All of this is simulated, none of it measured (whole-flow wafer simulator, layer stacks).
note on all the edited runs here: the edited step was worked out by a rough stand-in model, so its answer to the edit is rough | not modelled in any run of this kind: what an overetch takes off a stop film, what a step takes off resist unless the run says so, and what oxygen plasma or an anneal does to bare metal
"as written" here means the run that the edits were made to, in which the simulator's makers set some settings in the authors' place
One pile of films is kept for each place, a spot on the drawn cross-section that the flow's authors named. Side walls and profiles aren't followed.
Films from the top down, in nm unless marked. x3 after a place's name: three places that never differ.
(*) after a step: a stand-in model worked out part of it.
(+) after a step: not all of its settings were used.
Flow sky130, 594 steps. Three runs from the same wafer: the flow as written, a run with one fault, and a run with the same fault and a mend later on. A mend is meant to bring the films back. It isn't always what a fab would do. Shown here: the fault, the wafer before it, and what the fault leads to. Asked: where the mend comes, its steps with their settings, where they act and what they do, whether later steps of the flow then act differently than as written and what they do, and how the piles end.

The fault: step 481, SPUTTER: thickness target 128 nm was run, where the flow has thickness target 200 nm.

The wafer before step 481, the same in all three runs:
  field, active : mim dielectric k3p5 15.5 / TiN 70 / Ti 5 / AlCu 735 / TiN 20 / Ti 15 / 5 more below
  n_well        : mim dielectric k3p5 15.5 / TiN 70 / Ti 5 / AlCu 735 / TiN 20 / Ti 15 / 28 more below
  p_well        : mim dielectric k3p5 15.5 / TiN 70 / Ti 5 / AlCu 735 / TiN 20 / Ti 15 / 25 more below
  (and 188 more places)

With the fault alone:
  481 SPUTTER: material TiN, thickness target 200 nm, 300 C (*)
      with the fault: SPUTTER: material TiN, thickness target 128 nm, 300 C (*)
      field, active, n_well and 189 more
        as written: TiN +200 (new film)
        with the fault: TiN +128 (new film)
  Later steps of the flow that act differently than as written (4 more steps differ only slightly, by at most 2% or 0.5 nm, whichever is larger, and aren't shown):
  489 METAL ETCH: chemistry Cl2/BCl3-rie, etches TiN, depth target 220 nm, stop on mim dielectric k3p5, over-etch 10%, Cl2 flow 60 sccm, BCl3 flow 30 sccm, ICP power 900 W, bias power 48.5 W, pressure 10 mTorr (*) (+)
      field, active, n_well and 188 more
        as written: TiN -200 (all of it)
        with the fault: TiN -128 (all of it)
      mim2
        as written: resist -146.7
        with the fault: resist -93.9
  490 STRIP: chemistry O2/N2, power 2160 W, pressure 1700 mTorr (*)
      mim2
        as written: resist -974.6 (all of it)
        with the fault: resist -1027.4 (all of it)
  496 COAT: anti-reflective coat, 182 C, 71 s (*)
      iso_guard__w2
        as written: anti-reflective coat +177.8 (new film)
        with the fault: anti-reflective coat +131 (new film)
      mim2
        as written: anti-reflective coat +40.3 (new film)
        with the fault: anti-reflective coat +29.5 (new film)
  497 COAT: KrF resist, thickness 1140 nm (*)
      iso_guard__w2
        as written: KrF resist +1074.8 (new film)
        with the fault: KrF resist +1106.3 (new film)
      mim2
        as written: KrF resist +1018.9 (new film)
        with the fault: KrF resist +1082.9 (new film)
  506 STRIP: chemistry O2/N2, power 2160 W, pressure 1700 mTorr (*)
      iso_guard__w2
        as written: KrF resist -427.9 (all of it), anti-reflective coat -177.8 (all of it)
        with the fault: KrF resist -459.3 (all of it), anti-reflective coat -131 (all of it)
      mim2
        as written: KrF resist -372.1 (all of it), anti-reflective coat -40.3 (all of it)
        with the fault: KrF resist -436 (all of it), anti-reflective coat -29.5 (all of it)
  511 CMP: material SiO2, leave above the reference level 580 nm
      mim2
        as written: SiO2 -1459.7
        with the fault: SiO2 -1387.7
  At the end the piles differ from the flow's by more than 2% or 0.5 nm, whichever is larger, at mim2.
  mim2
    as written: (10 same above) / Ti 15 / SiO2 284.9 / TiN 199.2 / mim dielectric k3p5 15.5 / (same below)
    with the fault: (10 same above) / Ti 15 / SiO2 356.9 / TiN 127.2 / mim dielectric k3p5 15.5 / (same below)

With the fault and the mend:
  The mend comes after step 481.
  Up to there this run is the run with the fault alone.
  481a SPUTTER: material TiN, thickness target 72 nm, 300 C (*) (the flow's step 481 once more, with other settings)
      field, active, n_well and 189 more
        TiN +72
  No later step of the flow acts differently than as written at any place that is followed.
  At the end the piles are the same as the flow's at every place that both follow.
